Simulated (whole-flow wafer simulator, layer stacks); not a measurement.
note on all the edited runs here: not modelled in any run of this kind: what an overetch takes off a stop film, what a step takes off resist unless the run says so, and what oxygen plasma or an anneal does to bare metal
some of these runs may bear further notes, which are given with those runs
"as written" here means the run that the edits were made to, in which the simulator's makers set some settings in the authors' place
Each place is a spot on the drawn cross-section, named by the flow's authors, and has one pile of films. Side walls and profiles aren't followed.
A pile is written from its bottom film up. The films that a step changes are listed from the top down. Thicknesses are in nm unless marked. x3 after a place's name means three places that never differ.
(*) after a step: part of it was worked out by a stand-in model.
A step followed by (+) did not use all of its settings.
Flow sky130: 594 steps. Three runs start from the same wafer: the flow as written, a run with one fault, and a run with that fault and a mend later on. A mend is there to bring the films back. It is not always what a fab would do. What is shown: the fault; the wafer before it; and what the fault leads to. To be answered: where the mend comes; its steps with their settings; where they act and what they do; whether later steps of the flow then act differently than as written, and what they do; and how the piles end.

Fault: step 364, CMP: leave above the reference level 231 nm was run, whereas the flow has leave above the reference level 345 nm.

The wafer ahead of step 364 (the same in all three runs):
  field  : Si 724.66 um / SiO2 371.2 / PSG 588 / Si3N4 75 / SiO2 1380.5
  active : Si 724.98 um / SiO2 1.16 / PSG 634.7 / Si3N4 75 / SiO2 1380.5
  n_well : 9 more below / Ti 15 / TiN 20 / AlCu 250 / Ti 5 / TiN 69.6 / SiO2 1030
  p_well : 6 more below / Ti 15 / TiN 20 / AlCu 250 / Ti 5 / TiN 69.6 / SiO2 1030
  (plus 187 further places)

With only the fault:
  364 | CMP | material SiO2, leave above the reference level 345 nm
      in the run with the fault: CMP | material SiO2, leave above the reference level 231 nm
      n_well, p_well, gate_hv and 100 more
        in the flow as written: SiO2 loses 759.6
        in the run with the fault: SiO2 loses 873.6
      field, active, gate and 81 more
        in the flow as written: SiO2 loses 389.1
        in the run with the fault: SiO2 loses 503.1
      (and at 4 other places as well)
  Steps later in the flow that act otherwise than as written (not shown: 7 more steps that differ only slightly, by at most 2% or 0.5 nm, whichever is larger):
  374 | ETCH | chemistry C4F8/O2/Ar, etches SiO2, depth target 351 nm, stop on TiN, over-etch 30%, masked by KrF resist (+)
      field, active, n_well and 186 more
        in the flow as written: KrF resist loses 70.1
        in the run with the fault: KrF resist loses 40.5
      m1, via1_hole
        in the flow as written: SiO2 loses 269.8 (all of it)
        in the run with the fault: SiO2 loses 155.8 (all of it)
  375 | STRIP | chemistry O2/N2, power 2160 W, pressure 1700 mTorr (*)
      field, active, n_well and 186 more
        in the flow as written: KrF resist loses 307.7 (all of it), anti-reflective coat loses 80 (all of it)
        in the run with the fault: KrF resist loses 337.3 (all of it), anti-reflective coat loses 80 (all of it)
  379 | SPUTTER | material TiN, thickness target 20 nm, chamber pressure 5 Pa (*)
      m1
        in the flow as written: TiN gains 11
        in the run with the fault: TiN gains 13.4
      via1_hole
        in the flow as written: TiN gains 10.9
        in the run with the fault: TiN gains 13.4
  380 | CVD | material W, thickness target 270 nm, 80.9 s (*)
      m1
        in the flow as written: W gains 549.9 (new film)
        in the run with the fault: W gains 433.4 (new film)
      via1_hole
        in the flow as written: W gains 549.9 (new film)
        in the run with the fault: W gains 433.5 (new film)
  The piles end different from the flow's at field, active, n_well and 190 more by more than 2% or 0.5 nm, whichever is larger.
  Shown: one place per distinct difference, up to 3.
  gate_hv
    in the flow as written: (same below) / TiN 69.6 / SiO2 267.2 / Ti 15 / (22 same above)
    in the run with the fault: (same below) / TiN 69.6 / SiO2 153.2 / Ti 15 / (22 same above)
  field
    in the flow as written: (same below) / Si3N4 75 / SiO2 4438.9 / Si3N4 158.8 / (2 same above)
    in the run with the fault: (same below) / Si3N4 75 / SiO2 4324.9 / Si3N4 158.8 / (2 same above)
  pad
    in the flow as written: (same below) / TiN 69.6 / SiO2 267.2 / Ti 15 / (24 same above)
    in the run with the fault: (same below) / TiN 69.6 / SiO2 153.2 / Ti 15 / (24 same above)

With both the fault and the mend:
  The mend stands after step 364.
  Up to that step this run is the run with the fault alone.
  364a | HDPCVD | thickness target 114 nm (*) (a further turn of the flow's step 363, with different settings)
      field, active, n_well and 188 more
        SiO2 gains 114
  Every later step of the flow that is run acts as written, at every place that is followed, to within 2% or 0.5 nm, whichever is larger.
  By the end, the piles equal the flow's at every place that both follow.
